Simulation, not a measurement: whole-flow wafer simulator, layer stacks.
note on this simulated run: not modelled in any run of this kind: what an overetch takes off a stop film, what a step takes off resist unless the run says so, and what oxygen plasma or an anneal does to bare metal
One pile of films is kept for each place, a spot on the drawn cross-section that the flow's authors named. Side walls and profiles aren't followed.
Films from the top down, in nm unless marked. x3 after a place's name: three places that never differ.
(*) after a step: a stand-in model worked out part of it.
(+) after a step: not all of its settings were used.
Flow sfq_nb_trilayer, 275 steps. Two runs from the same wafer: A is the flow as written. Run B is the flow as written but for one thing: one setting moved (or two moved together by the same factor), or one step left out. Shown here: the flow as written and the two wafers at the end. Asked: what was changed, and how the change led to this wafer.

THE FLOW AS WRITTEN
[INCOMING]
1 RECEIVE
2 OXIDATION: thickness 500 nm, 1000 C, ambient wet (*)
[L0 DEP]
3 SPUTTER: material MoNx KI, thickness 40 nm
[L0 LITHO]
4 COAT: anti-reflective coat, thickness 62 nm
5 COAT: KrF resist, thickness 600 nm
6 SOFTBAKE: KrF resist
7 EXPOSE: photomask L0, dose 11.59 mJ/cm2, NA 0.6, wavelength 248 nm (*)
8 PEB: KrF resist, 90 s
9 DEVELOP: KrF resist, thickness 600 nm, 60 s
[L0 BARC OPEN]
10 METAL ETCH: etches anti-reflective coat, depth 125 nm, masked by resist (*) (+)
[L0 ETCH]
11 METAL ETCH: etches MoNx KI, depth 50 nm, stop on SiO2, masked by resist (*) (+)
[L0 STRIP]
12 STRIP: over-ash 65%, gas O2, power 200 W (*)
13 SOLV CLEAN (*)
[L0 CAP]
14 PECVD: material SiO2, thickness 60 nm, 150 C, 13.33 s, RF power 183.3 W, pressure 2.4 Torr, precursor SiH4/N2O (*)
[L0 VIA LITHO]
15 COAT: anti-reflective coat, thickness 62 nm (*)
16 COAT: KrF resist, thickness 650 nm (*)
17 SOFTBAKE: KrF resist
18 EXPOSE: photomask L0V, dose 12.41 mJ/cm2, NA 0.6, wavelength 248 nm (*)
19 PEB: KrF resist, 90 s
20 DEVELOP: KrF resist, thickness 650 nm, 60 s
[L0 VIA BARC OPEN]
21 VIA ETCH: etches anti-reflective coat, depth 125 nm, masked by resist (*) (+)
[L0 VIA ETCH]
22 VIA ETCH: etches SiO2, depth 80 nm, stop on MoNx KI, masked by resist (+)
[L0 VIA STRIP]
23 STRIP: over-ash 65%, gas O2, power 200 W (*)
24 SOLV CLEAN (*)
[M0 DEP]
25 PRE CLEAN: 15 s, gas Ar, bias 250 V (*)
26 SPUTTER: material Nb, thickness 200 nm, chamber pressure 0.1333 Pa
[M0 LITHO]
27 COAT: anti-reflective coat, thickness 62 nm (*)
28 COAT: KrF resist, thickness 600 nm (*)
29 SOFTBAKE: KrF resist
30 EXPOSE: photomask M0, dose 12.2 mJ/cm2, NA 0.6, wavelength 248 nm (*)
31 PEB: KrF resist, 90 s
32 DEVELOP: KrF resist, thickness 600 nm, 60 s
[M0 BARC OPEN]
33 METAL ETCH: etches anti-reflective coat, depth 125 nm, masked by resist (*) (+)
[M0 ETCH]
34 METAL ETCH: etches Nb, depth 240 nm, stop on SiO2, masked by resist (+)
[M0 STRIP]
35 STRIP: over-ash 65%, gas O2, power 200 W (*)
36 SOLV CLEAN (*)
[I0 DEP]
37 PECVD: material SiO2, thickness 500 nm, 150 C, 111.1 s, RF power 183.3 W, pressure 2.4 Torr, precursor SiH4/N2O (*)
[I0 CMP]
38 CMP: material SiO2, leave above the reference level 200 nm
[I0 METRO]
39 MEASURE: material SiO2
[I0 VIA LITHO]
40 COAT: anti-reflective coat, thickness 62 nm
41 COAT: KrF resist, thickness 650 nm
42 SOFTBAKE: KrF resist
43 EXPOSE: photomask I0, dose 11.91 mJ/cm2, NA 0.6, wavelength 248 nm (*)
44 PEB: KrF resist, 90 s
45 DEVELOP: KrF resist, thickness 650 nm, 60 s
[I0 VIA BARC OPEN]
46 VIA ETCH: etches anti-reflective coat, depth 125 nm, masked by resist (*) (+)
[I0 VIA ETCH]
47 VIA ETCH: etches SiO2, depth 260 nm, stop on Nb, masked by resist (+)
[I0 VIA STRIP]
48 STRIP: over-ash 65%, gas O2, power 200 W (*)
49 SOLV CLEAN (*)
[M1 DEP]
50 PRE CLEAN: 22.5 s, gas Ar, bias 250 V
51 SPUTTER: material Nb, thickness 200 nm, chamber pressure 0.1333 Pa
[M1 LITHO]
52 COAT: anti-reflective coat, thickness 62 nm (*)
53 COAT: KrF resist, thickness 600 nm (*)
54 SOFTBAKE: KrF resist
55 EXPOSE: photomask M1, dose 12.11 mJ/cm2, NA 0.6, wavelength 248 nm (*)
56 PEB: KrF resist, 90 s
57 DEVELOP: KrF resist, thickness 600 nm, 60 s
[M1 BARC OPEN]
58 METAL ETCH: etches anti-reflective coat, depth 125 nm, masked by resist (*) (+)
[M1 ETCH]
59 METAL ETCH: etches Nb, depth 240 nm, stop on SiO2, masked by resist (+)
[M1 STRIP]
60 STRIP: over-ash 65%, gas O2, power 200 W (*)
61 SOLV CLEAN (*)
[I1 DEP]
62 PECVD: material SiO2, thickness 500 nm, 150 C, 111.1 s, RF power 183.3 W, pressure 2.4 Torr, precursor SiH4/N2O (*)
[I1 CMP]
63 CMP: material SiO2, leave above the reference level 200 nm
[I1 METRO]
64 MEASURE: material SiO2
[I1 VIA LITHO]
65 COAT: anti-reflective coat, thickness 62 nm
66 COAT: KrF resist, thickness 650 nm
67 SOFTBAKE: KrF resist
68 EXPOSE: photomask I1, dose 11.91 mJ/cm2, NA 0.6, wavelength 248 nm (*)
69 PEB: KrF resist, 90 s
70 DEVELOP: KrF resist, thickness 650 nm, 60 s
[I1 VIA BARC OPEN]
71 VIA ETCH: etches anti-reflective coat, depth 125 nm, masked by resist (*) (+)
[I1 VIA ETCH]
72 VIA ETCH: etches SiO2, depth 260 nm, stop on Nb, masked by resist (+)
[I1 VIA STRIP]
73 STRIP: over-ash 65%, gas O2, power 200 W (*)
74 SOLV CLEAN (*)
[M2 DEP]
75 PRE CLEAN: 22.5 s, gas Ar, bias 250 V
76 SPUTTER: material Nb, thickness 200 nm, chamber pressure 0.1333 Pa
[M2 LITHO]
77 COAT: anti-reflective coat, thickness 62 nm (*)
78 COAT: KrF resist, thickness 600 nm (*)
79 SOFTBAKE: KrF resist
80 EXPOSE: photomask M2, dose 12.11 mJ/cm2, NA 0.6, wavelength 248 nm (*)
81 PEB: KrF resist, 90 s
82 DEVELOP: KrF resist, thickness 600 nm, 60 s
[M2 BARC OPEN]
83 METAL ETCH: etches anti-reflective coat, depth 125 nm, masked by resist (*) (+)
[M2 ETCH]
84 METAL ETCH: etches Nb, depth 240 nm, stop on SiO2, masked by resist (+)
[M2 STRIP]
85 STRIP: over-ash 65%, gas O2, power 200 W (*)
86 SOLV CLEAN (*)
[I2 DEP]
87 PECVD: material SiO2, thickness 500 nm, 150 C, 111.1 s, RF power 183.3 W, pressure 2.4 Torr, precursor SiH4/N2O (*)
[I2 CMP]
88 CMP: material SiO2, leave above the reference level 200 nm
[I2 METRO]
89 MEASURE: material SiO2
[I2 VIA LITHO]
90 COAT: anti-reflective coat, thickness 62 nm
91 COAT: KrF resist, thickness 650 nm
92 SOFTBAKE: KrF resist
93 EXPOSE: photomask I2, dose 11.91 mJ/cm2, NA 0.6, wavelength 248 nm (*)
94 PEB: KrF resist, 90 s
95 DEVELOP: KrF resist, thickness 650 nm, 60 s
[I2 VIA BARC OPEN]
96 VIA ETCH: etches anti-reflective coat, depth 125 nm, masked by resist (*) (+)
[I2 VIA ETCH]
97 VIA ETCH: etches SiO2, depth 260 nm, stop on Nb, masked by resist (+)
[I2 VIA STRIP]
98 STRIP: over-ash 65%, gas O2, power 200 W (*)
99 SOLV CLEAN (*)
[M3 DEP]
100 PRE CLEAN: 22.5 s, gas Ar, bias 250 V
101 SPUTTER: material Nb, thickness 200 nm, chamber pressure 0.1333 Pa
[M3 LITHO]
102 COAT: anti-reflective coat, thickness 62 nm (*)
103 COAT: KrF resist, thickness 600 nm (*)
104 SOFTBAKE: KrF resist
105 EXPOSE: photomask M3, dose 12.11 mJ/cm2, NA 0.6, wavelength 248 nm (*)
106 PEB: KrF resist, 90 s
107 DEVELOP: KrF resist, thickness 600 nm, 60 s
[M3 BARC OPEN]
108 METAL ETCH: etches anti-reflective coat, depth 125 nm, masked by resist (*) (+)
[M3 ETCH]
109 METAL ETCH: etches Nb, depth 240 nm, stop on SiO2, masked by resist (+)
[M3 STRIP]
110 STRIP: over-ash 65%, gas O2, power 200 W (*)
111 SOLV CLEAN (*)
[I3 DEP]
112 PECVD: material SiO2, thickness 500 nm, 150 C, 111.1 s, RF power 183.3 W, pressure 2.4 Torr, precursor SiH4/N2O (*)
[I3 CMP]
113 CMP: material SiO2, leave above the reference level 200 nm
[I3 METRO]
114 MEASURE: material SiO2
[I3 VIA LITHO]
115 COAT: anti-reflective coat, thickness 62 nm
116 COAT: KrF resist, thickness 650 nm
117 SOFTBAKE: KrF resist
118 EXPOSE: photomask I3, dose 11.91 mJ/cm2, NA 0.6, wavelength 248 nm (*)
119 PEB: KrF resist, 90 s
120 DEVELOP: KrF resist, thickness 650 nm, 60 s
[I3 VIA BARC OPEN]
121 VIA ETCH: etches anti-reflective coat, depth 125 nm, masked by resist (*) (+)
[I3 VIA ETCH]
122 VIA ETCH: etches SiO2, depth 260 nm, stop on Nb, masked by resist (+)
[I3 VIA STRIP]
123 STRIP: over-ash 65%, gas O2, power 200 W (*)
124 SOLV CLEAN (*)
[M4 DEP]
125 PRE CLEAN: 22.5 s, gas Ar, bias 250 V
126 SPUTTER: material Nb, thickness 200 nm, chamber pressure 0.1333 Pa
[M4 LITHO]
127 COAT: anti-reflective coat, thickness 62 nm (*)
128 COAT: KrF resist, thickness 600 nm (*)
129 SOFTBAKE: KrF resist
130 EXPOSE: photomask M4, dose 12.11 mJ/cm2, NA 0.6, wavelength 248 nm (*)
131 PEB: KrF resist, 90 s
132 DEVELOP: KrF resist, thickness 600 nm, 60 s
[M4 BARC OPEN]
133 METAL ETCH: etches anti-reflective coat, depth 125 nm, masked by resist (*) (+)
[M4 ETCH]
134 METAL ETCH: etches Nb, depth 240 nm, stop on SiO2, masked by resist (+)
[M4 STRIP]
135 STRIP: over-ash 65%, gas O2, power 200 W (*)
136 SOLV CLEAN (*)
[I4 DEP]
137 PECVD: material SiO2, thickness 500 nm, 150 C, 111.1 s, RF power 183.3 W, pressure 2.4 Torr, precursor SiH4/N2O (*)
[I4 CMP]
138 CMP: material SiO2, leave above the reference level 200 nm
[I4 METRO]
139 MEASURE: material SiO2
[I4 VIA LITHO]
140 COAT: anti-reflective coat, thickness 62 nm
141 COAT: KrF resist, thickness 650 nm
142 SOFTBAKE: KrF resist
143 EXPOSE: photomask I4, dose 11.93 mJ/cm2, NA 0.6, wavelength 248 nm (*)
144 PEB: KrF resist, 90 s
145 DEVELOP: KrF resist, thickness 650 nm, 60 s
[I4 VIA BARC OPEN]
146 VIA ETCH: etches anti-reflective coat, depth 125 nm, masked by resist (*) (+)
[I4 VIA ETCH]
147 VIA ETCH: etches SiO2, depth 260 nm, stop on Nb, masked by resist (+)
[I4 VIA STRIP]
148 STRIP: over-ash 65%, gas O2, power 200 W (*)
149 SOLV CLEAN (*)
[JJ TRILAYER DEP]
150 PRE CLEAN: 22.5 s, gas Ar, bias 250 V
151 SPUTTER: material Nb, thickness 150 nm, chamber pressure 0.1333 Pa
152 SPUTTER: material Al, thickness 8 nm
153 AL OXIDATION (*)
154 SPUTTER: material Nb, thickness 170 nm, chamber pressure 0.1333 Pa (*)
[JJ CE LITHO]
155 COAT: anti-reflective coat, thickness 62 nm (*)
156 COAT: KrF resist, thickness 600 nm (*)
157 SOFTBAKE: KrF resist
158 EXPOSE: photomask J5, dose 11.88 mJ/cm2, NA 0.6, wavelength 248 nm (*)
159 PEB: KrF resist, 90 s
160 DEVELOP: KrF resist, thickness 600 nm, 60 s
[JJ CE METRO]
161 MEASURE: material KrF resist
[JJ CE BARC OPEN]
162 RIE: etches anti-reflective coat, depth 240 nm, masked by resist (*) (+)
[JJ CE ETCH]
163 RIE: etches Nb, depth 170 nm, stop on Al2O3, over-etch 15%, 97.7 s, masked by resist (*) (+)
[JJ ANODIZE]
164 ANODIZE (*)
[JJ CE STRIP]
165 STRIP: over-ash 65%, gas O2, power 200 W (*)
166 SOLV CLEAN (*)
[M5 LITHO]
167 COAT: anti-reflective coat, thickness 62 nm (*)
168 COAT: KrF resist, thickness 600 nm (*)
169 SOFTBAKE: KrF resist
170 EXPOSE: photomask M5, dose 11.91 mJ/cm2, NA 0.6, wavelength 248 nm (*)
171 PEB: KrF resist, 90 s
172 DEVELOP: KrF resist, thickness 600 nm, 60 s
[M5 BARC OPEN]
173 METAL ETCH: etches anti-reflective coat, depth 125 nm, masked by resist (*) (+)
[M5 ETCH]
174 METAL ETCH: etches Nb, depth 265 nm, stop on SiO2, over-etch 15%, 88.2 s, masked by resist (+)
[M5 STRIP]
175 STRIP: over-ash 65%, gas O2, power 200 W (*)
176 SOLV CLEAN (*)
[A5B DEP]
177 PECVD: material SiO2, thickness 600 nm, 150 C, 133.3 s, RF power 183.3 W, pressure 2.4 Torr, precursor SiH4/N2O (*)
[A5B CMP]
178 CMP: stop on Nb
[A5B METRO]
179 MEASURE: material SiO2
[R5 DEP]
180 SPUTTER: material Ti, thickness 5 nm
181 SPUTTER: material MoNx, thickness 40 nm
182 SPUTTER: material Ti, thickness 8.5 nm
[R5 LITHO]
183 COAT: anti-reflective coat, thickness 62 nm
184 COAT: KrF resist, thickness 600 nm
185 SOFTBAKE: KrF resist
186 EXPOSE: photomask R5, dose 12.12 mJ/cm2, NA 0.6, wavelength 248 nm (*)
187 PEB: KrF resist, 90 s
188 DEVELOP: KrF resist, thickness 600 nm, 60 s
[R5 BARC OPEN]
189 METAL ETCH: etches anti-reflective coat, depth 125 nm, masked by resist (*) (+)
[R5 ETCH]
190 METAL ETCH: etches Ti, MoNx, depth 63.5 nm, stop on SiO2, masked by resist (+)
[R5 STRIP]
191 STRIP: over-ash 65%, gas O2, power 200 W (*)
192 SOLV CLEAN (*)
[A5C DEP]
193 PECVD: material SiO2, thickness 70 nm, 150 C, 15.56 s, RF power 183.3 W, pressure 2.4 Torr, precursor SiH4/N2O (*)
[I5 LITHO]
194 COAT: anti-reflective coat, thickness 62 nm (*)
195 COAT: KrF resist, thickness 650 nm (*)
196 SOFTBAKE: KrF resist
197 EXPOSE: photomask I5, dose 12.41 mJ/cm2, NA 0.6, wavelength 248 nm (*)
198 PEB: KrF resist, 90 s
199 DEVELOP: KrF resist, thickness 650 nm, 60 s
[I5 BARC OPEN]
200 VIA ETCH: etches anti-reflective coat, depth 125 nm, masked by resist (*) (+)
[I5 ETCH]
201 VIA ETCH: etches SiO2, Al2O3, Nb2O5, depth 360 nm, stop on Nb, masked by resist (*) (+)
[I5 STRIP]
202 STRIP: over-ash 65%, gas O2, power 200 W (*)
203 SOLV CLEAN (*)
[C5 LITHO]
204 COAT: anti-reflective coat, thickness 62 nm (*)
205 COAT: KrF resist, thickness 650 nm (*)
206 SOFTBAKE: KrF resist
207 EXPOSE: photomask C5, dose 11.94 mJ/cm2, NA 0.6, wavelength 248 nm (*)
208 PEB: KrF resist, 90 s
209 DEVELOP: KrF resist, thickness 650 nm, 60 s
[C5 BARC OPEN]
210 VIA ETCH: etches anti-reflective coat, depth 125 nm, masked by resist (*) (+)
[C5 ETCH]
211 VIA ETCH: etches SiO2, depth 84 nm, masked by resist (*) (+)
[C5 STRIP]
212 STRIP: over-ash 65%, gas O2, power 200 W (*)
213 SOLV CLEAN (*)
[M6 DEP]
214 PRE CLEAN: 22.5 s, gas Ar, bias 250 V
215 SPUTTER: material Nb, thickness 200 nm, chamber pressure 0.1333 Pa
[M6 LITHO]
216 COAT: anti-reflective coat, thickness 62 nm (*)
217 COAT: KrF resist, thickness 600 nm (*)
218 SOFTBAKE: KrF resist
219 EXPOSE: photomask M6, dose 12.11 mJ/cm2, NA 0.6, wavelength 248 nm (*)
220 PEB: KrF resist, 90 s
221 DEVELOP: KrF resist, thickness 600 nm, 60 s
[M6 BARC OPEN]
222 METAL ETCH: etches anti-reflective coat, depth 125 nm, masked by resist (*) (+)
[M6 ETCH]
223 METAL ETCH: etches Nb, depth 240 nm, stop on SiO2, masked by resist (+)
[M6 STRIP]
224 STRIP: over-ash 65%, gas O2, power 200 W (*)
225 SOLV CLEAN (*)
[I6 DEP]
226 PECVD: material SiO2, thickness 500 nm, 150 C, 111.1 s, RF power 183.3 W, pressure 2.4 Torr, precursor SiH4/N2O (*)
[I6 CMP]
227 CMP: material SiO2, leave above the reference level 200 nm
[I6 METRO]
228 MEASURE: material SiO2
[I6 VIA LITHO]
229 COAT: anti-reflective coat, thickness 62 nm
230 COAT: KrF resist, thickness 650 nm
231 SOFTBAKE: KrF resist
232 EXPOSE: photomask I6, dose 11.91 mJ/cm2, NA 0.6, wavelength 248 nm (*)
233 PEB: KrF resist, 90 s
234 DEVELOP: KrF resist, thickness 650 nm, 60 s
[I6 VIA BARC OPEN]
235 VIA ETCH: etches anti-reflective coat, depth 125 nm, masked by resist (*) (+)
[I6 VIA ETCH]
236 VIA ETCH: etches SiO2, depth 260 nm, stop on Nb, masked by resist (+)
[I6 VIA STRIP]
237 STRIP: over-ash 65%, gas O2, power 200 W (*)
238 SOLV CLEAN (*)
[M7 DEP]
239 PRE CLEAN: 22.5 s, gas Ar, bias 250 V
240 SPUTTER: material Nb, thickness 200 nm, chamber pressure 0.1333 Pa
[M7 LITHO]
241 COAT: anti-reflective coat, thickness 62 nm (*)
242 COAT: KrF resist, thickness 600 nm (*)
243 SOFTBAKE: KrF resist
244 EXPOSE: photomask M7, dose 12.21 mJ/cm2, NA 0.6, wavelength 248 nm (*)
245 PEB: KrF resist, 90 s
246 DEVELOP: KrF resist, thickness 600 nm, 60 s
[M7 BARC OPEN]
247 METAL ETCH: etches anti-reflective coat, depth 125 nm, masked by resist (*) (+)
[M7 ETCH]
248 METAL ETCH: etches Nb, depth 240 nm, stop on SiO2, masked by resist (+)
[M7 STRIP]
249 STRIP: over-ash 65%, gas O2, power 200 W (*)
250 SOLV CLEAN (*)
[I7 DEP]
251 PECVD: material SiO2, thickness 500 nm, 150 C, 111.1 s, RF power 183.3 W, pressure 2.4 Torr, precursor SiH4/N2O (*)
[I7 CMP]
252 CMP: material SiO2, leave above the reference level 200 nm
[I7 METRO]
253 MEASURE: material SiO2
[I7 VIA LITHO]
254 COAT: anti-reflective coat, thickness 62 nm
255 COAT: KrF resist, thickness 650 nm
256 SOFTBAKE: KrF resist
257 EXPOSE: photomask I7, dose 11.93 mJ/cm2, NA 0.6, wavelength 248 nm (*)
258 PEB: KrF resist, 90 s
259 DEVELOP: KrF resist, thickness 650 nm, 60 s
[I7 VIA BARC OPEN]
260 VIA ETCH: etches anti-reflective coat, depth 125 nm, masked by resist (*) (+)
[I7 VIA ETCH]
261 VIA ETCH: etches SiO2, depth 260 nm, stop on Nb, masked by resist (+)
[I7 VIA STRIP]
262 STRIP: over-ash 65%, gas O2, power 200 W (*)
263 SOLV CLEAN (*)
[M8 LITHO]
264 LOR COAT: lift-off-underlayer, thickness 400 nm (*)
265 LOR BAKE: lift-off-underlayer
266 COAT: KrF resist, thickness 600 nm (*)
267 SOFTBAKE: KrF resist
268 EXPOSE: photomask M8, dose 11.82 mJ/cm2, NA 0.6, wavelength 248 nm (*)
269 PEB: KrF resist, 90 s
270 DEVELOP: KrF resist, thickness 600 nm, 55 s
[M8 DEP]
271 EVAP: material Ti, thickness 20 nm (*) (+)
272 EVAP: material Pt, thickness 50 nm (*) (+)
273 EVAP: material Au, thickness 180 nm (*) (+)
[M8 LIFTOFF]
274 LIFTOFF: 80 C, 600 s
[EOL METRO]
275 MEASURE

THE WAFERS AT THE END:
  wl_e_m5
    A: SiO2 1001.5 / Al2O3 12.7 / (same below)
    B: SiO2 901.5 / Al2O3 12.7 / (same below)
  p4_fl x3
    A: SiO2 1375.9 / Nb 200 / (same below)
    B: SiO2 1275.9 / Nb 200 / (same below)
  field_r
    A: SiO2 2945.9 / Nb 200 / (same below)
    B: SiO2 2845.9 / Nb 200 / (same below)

The cause: step 215, SPUTTER: thickness 100 nm was run, where the flow has thickness 200 nm.

How the change led to this, step by step:
  215 SPUTTER: material Nb, thickness 200 nm, chamber pressure 0.1333 Pa
      field_l, v_sur, via_wl and 100 more: A Nb +200 (new film) | B Nb +100 (new film)
      be: A Nb +147.3 | B Nb +74.1
      (and at 2 more places)
  216 COAT: anti-reflective coat, thickness 62 nm (*)
      be: A anti-reflective coat +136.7 (new film) | B anti-reflective coat +128.4 (new film)
      be_sur: A anti-reflective coat +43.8 (new film) | B anti-reflective coat +42.9 (new film)
      (and at 1 more place)
  223 METAL ETCH: etches Nb, depth 240 nm, stop on SiO2, masked by resist (+)
      field_l, gap, moat and 76 more: A Nb -200 (all of it) | B Nb -100 (all of it)
      v_sur, via_wl, via_w and 24 more: A KrF resist -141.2 | B KrF resist -88.2
  224 STRIP: over-ash 65%, gas O2, power 200 W (*)
      wl_j_sl, wl_j_sr: A KrF resist -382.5 (all of it), anti-reflective coat -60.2 (all of it) | B KrF resist -435.5 (all of it), anti-reflective coat -60.2 (all of it)
      wl_c_m6, wl_f_m6: A KrF resist -382.3 (all of it), anti-reflective coat -62 (all of it) | B KrF resist -435.2 (all of it), anti-reflective coat -62 (all of it)
      (and at 23 more places)
  226 PECVD: material SiO2, thickness 500 nm, 150 C, 111.1 s, RF power 183.3 W, pressure 2.4 Torr, precursor SiH4/N2O (*)
      gap, wl_a_sl, m6r_space_l x2: A SiO2 +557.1 | B SiO2 +500
      be: A SiO2 +693.5 (new film) | B SiO2 +655.5 (new film)
  227 CMP: material SiO2, leave above the reference level 200 nm
      field_l, p4_fl x3, p4_w1 x9 and 49 more: A SiO2 -100 | B SiO2 -200
      moat, field_r, lsp_l, ln_m5, lsp_m: A SiO2 -93.6 | B SiO2 -200
      (and at 13 more places)
